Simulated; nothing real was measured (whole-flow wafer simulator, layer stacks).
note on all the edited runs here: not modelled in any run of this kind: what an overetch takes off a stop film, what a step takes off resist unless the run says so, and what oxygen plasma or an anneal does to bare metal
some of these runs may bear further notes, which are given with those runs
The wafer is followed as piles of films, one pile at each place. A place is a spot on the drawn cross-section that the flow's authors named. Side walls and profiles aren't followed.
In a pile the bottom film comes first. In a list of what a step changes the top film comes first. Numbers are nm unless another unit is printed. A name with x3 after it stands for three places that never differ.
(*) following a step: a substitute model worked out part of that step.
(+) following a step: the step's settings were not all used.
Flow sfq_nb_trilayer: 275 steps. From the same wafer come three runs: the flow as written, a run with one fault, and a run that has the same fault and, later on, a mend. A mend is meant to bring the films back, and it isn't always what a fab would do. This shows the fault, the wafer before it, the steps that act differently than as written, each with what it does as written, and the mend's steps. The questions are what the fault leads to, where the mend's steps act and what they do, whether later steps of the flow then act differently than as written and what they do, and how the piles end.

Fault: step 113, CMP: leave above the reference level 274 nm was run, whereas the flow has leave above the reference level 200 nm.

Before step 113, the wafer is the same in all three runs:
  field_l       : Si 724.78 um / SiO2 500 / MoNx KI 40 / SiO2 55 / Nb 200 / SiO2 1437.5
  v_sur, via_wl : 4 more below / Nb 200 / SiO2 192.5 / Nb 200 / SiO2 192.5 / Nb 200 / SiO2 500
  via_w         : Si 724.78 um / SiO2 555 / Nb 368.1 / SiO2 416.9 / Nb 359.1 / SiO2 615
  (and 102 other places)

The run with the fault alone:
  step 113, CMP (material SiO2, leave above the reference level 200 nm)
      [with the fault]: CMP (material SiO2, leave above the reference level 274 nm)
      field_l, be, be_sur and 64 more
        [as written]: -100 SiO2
        [with the fault]: -26 SiO2
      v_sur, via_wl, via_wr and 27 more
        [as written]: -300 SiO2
        [with the fault]: -226 SiO2
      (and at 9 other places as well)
  Steps further on in the flow that do not act as written (4 more steps, not shown, differ only slightly: by at most 2% or 0.5 nm, whichever is larger):
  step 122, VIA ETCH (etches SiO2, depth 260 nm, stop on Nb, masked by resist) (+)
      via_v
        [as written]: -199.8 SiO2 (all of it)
        [with the fault]: -260 SiO2
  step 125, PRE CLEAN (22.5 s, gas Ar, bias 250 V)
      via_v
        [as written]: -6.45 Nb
        [with the fault]: -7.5 SiO2
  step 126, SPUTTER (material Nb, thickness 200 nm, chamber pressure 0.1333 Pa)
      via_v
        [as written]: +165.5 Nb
        [with the fault]: +152.6 Nb (new film)
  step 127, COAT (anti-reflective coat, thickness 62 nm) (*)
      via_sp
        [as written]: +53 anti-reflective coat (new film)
        [with the fault]: +50.1 anti-reflective coat (new film)
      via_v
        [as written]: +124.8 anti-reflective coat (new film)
        [with the fault]: +128.6 anti-reflective coat (new film)
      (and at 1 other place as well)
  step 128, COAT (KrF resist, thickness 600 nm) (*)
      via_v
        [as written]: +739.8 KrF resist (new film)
        [with the fault]: +797.5 KrF resist (new film)
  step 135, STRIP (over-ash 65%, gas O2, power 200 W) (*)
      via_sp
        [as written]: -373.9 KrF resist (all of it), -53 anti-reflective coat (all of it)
        [with the fault]: -369.8 KrF resist (all of it), -50.1 anti-reflective coat (all of it)
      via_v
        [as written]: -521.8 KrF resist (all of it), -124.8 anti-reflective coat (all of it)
        [with the fault]: -579.3 KrF resist (all of it), -128.6 anti-reflective coat (all of it)
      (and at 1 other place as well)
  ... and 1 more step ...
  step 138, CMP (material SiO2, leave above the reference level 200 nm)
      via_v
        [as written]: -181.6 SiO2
        [with the fault]: -157.1 SiO2
  The piles end different from the flow's at field_l, v_sur, via_wl and 103 more by more than 2% or 0.5 nm, whichever is larger.
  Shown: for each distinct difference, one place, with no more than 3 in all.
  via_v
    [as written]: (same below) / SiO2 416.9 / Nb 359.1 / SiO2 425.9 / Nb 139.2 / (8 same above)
    [with the fault]: (same below) / SiO2 416.9 / Nb 200 / SiO2 6.34 / Nb 152.6 / SiO2 500.1 / Nb 139.2 / (8 same above)
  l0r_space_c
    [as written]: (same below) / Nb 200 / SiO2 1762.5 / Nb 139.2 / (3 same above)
    [with the fault]: (same below) / Nb 200 / SiO2 1836.5 / Nb 139.2 / (3 same above)
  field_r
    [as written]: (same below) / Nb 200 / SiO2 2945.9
    [with the fault]: (same below) / Nb 200 / SiO2 3019.9

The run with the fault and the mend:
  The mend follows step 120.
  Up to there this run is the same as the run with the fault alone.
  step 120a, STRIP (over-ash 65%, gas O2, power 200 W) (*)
      field_l, v_sur, via_wl and 102 more
        -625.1 KrF resist (all of it), -62 anti-reflective coat (all of it)
      via_v
        -62 anti-reflective coat (all of it)
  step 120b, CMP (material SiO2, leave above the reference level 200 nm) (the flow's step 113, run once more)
      field_l, v_sur, via_wl and 103 more
        -74 SiO2
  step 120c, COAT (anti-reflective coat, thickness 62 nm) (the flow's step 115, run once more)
      field_l, v_sur, via_wl and 103 more
        +62 anti-reflective coat (new film)
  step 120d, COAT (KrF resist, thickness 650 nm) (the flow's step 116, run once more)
      field_l, v_sur, via_wl and 103 more
        +650 KrF resist (new film)
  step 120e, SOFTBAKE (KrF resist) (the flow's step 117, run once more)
      leaves every film unchanged at each place that is followed
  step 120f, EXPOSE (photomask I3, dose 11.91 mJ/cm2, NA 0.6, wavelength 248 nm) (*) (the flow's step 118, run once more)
      leaves every film unchanged at each place that is followed
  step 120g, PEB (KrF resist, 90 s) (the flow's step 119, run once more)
      field_l, v_sur, via_wl and 103 more
        -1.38 KrF resist
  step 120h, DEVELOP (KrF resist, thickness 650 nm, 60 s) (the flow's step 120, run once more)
      field_l, v_sur, via_wl and 102 more
        -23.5 KrF resist
      via_v
        -648.6 KrF resist (all of it)
  Later steps of the flow that are run all act as written at every place that is followed.
  By the end, the piles equal the flow's at every place that both follow.
